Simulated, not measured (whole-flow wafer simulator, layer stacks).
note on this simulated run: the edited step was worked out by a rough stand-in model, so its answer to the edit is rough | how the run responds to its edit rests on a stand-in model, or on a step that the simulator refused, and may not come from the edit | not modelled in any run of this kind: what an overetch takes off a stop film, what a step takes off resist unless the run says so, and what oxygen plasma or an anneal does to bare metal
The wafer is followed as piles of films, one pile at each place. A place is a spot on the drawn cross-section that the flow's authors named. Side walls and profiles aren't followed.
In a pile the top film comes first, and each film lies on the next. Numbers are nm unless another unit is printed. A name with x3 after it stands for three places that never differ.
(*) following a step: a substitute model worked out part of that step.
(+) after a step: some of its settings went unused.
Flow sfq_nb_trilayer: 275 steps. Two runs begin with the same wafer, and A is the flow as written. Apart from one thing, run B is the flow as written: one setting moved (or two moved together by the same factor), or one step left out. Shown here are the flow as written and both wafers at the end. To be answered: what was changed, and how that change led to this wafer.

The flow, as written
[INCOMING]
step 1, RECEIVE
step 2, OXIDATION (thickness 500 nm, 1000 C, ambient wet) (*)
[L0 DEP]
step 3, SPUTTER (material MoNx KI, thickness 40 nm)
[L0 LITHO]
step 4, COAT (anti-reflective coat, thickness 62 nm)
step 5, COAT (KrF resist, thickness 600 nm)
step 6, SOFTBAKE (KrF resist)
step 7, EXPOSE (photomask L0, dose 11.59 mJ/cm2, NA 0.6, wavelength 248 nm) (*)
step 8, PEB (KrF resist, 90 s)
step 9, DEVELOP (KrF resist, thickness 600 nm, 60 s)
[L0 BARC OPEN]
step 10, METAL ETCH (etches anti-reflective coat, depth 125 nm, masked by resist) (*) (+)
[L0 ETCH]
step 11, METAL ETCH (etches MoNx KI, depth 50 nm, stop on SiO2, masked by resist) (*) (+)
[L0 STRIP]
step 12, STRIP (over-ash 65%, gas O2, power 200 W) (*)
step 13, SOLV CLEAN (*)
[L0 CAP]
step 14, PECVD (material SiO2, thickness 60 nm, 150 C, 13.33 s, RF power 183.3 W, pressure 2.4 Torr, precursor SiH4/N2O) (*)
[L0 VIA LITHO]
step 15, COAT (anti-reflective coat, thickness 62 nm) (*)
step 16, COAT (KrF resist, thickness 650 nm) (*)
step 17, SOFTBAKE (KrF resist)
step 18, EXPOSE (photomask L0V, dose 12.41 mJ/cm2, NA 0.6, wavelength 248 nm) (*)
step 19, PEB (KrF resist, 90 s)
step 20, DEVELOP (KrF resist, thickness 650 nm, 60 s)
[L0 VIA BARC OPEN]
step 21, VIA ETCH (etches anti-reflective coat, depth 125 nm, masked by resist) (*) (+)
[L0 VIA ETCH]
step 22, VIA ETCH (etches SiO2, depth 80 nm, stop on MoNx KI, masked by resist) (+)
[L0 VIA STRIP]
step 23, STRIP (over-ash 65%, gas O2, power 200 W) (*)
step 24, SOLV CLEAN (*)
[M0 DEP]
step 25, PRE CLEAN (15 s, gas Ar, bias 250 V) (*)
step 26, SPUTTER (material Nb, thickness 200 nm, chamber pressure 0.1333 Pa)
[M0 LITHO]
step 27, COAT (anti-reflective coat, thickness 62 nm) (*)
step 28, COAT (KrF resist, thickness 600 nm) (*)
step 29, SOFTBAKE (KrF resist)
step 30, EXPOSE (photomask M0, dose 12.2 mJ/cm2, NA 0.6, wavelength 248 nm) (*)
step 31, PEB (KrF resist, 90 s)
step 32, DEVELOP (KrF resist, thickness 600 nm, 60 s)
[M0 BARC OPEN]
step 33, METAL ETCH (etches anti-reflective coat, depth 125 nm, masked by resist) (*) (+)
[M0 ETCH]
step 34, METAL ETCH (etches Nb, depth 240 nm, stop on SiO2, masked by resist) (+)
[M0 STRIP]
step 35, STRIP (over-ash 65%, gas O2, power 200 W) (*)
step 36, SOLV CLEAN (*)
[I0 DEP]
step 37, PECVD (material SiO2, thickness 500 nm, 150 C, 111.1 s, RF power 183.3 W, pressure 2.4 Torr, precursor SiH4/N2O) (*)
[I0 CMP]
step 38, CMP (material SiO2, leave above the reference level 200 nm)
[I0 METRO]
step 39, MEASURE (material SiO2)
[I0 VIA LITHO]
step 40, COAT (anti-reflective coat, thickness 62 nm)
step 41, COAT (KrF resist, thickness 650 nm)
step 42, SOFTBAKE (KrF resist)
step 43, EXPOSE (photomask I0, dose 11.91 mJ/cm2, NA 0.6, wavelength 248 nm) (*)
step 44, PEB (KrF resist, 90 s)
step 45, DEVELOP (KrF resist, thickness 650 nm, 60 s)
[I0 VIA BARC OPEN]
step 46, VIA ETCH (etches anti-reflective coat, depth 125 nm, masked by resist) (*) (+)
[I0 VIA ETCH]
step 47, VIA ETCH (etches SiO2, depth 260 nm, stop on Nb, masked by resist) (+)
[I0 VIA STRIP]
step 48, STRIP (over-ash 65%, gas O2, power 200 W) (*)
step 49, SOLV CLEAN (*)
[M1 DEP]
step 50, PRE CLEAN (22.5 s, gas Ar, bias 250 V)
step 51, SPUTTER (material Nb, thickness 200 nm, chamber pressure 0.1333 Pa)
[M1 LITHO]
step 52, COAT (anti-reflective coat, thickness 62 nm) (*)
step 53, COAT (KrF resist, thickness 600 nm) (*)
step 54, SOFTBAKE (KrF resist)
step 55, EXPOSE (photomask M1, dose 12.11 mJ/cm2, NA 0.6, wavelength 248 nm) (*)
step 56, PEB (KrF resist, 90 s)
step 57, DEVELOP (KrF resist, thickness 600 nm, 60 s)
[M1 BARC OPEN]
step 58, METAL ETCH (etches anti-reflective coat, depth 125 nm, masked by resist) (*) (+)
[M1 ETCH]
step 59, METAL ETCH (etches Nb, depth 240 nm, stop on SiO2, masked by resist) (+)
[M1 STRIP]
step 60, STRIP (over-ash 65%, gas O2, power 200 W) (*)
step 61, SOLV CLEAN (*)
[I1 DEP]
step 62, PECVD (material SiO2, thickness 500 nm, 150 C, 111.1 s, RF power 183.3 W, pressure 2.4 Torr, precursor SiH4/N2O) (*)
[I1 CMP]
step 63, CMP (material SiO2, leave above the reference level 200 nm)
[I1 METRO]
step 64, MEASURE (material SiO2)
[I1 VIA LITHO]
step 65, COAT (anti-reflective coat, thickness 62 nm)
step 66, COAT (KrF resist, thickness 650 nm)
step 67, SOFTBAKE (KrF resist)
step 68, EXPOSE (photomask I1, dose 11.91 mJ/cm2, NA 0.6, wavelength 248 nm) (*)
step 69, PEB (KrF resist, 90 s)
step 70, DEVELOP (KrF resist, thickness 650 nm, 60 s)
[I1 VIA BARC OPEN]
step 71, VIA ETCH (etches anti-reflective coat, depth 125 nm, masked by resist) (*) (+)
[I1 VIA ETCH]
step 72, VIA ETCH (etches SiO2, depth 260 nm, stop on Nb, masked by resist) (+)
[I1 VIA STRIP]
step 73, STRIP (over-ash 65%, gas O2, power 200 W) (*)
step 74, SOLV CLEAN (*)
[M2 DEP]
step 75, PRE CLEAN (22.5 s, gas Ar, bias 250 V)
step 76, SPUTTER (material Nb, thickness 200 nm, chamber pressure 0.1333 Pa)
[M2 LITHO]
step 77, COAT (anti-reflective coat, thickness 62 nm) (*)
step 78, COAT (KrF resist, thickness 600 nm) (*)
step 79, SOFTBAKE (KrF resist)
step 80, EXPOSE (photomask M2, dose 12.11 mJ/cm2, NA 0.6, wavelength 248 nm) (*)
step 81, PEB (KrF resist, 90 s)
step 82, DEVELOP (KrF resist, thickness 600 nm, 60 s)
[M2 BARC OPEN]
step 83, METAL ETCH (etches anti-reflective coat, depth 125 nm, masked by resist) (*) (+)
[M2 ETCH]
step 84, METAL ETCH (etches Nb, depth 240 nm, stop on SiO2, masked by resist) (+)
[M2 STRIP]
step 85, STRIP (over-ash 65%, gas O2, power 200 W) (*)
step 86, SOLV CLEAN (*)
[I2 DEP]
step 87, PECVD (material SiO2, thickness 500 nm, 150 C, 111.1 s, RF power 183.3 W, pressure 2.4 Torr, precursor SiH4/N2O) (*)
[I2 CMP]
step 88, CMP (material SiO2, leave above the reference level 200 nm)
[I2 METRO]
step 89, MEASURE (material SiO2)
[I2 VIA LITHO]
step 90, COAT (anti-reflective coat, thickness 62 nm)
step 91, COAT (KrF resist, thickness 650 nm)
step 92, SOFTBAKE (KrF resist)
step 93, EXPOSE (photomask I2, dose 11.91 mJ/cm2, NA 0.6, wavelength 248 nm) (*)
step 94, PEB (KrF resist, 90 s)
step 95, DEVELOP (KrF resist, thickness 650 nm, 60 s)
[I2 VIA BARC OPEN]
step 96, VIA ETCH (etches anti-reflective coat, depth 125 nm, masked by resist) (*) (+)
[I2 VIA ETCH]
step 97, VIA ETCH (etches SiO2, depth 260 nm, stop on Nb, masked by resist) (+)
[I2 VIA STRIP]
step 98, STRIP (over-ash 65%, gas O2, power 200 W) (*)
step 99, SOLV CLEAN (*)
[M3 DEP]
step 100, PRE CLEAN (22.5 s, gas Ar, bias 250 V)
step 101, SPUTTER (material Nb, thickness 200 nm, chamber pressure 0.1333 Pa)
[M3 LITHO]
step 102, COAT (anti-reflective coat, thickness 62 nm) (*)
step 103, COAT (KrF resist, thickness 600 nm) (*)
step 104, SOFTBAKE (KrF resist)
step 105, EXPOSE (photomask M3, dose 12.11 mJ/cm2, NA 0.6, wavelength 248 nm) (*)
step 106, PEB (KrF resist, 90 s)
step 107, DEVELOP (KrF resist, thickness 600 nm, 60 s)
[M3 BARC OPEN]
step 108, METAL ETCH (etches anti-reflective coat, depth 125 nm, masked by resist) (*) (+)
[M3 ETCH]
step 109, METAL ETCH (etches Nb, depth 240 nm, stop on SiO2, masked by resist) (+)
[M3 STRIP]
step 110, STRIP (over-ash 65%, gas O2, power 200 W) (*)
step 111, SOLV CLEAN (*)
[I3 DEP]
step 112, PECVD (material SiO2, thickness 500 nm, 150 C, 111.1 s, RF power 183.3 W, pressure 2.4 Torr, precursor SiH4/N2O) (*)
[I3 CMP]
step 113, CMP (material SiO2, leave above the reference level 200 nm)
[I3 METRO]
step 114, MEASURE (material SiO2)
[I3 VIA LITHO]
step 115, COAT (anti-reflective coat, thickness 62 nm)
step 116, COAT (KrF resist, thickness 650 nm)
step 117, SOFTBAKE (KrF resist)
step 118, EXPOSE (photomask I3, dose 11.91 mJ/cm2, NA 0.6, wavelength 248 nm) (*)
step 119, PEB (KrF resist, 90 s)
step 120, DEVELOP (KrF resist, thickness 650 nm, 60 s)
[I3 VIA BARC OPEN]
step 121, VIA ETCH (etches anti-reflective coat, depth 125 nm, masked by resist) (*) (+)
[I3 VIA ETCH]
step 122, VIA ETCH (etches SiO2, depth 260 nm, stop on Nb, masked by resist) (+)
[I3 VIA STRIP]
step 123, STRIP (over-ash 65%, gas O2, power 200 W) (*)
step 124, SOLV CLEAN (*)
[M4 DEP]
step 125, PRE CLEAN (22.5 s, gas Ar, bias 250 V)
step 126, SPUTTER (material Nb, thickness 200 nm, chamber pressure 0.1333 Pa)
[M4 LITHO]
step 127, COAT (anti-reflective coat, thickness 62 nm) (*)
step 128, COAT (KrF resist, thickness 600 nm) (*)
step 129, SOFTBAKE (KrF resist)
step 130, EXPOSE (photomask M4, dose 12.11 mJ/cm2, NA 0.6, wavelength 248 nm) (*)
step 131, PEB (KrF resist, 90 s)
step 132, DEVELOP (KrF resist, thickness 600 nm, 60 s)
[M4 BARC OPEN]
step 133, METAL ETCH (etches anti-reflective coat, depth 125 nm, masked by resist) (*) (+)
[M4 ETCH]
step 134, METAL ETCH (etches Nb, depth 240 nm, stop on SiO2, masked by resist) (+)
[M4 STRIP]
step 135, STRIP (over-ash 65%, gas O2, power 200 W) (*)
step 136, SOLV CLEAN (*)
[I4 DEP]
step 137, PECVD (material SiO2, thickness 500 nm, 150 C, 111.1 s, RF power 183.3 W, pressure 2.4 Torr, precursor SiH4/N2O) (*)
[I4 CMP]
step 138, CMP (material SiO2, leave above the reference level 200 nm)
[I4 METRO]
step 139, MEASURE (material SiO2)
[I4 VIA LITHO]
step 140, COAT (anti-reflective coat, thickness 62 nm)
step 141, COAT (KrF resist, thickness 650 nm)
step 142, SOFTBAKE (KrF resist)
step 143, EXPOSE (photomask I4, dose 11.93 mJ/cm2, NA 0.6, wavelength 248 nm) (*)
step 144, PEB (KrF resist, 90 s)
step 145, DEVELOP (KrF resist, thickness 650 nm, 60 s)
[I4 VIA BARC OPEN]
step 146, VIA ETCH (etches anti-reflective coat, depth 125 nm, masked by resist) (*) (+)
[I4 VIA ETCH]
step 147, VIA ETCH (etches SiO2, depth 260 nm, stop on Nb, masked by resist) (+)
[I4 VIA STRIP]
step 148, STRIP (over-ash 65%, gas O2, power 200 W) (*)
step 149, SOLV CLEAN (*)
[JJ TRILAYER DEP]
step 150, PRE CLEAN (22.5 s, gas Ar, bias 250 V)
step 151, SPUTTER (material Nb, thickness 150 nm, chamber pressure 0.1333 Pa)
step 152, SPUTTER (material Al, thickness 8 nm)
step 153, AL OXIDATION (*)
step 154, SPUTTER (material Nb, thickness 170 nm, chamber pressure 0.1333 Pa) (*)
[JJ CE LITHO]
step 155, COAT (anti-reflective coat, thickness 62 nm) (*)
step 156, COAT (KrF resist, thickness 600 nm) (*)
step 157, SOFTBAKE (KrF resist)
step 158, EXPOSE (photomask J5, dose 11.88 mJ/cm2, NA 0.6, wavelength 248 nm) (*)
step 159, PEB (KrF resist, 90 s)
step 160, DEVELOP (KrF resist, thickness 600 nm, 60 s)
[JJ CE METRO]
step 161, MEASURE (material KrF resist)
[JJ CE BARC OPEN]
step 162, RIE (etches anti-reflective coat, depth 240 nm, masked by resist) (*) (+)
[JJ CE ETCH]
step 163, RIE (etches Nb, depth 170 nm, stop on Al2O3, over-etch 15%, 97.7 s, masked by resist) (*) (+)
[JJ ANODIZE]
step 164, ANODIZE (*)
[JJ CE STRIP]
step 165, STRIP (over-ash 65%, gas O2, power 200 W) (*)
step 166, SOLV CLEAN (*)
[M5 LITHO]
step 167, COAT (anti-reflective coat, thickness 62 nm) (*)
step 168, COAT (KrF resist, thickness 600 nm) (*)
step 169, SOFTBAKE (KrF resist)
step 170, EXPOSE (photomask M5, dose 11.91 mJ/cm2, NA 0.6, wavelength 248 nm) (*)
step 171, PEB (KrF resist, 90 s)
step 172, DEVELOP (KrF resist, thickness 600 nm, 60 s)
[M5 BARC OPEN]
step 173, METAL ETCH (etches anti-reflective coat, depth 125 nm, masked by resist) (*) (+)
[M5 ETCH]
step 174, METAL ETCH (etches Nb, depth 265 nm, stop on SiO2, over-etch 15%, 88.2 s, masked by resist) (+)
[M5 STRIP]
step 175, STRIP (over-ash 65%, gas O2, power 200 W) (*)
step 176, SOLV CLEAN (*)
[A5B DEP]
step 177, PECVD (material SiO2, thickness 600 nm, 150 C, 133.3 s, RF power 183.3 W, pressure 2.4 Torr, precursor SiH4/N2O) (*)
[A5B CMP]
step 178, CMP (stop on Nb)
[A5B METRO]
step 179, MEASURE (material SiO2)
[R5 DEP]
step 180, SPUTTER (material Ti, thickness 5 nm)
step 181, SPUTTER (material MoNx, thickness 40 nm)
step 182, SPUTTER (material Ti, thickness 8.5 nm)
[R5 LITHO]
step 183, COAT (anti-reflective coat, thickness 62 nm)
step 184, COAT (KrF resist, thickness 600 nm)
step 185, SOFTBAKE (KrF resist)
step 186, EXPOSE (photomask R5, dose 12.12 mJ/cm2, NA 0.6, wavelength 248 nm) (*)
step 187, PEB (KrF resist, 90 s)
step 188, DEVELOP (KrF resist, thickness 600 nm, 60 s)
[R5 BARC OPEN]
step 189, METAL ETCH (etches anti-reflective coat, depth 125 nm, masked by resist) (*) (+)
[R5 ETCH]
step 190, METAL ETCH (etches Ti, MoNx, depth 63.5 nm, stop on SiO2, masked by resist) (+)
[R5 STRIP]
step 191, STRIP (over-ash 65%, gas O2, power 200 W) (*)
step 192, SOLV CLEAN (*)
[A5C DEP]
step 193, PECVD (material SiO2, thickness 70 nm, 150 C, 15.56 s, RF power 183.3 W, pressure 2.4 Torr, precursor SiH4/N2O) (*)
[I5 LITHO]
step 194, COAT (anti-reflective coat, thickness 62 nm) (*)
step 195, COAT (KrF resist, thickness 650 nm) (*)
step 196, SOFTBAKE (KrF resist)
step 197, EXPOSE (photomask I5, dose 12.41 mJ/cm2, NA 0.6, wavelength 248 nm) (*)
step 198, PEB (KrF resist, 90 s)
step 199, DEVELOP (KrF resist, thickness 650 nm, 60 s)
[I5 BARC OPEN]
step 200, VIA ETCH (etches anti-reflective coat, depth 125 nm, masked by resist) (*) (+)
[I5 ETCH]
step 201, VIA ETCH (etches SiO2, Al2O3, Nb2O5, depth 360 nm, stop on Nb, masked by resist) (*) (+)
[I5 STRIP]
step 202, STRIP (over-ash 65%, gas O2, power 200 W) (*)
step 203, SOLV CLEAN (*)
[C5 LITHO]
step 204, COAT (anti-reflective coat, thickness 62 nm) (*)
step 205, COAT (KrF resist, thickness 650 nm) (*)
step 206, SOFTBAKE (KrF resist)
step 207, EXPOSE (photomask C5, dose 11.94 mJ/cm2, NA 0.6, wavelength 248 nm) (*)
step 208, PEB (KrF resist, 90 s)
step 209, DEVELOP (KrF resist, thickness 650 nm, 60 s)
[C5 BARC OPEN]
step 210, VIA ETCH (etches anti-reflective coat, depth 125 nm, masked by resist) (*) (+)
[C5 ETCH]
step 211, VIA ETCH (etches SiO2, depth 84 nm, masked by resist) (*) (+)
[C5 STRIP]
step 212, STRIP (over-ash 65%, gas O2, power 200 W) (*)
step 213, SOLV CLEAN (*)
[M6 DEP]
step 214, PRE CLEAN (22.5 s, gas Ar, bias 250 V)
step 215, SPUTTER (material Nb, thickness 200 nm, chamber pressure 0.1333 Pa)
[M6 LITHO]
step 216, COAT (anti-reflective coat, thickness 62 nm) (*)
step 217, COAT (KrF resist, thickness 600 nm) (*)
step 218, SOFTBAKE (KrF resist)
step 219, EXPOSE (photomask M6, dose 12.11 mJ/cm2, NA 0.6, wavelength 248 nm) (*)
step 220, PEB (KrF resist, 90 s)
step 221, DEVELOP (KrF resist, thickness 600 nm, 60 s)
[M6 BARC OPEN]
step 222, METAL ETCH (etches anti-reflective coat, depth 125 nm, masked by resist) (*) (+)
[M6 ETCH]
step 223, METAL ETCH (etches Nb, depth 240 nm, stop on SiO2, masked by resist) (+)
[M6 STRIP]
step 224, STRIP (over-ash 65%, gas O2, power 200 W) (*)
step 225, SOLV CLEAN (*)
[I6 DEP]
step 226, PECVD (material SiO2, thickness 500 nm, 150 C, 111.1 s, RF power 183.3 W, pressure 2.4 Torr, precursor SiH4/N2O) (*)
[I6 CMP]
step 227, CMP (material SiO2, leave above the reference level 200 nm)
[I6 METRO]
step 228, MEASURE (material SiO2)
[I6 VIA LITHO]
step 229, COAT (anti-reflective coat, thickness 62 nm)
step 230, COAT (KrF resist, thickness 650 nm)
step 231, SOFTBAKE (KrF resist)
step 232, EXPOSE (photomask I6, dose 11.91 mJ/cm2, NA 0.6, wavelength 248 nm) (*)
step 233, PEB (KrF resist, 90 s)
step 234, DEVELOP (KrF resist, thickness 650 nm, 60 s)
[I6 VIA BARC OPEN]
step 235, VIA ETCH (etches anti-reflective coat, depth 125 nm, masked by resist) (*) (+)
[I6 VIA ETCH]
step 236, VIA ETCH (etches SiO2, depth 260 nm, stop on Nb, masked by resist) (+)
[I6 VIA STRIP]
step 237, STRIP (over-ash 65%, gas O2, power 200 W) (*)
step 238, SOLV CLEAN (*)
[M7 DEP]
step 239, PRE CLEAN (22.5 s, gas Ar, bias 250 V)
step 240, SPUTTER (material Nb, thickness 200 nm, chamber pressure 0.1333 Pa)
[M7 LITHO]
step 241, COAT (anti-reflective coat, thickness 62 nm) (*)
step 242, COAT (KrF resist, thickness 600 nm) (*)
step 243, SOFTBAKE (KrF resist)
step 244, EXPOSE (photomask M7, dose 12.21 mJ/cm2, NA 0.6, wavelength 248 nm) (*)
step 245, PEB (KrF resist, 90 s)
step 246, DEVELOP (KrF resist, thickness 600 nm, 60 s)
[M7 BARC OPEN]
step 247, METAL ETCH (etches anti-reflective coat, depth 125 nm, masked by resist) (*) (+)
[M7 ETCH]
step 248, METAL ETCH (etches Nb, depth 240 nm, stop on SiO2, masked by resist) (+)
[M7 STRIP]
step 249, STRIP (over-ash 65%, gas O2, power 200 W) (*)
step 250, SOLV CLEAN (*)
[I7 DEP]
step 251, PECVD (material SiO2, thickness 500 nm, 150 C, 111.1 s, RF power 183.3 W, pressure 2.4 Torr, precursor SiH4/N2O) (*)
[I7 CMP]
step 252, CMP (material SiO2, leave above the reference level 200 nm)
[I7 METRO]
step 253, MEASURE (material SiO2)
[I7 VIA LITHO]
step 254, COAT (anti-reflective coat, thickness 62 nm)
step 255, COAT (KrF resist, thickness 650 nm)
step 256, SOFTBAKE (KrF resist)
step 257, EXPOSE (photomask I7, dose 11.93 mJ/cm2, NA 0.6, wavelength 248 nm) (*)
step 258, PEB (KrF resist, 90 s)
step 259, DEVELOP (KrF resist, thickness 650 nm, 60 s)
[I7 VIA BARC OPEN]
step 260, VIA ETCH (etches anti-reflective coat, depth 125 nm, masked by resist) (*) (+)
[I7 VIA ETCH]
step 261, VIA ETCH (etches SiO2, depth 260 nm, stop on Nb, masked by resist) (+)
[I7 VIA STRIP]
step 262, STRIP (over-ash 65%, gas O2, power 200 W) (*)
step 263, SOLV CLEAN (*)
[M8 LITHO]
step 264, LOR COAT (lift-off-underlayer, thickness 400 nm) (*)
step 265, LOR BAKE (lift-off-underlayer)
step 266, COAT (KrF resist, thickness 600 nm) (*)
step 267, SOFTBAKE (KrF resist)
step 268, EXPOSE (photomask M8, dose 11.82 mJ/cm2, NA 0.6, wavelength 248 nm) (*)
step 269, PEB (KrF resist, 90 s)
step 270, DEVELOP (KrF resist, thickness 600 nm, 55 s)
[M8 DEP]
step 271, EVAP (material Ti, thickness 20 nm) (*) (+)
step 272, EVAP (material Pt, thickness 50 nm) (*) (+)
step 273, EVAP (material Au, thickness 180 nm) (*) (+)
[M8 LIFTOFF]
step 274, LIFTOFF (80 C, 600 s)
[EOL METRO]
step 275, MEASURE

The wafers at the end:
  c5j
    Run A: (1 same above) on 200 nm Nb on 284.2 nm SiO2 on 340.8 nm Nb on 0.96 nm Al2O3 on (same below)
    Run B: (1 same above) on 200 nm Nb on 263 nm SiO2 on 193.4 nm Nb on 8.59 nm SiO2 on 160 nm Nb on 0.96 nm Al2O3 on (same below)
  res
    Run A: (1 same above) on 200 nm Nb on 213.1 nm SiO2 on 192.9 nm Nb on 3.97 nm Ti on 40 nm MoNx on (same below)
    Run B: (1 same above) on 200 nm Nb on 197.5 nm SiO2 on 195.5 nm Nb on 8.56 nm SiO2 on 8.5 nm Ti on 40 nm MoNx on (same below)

Cause: step 211, VIA ETCH: depth 53.8 nm was run, though the flow has depth 84 nm.

How this came from the change, step by step:
  step 211, VIA ETCH (etches SiO2, depth 84 nm, masked by resist) (*) (+)
      c5j: A SiO2 loses 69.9 (all of it), Nb loses 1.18 | B SiO2 loses 53.8
      res: A SiO2 loses 69.9 (all of it) | B SiO2 loses 53.8
      (as well as at 104 more places)
  step 214, PRE CLEAN (22.5 s, gas Ar, bias 250 V)
      c5j: A Nb loses 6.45 | B SiO2 loses 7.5
      res: A Ti loses 4.53 | B SiO2 loses 7.5
  step 215, SPUTTER (material Nb, thickness 200 nm, chamber pressure 0.1333 Pa)
      c5j: A Nb gains 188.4 | B Nb gains 193.4 (new film)
  step 216, COAT (anti-reflective coat, thickness 62 nm) (*)
      ce_l: A anti-reflective coat gains 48 (new film) | B anti-reflective coat gains 52.2 (new film)
      c5j: A anti-reflective coat gains 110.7 (new film) | B anti-reflective coat gains 99.1 (new film)
      (as well as at 3 more places)
  step 224, STRIP (over-ash 65%, gas O2, power 200 W) (*)
      ce_l: A KrF resist loses 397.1 (all of it), anti-reflective coat loses 48 (all of it) | B KrF resist loses 394.6 (all of it), anti-reflective coat loses 52.2 (all of it)
      c5j: A KrF resist loses 418.3 (all of it), anti-reflective coat loses 110.7 (all of it) | B KrF resist loses 410.7 (all of it), anti-reflective coat loses 99.1 (all of it)
      (as well as at 3 more places)
  step 226, PECVD (material SiO2, thickness 500 nm, 150 C, 111.1 s, RF power 183.3 W, pressure 2.4 Torr, precursor SiH4/N2O) (*)
      c5j: A SiO2 gains 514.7 (new film) | B SiO2 gains 500 (new film)
  step 227, CMP (material SiO2, leave above the reference level 200 nm)
      c5j: A SiO2 loses 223 | B SiO2 loses 229.5
      res: A SiO2 loses 279.4 | B SiO2 loses 295
With metal films that touch counted as one body, c5j has 5 bodies (between them, from the top down: SiO2 263; SiO2 8.59; Al2O3 0.96; SiO2 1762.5); the flow as written gives 4 bodies (between them, from the top down: SiO2 284.2; Al2O3 0.96; SiO2 1762.5).
With metal films that touch counted as one body, res has 4 bodies (between them, from the top down: SiO2 197.5; SiO2 8.56; SiO2 2090.9); the flow as written gives 3 bodies (between them, from the top down: SiO2 213.1; SiO2 2090.9).
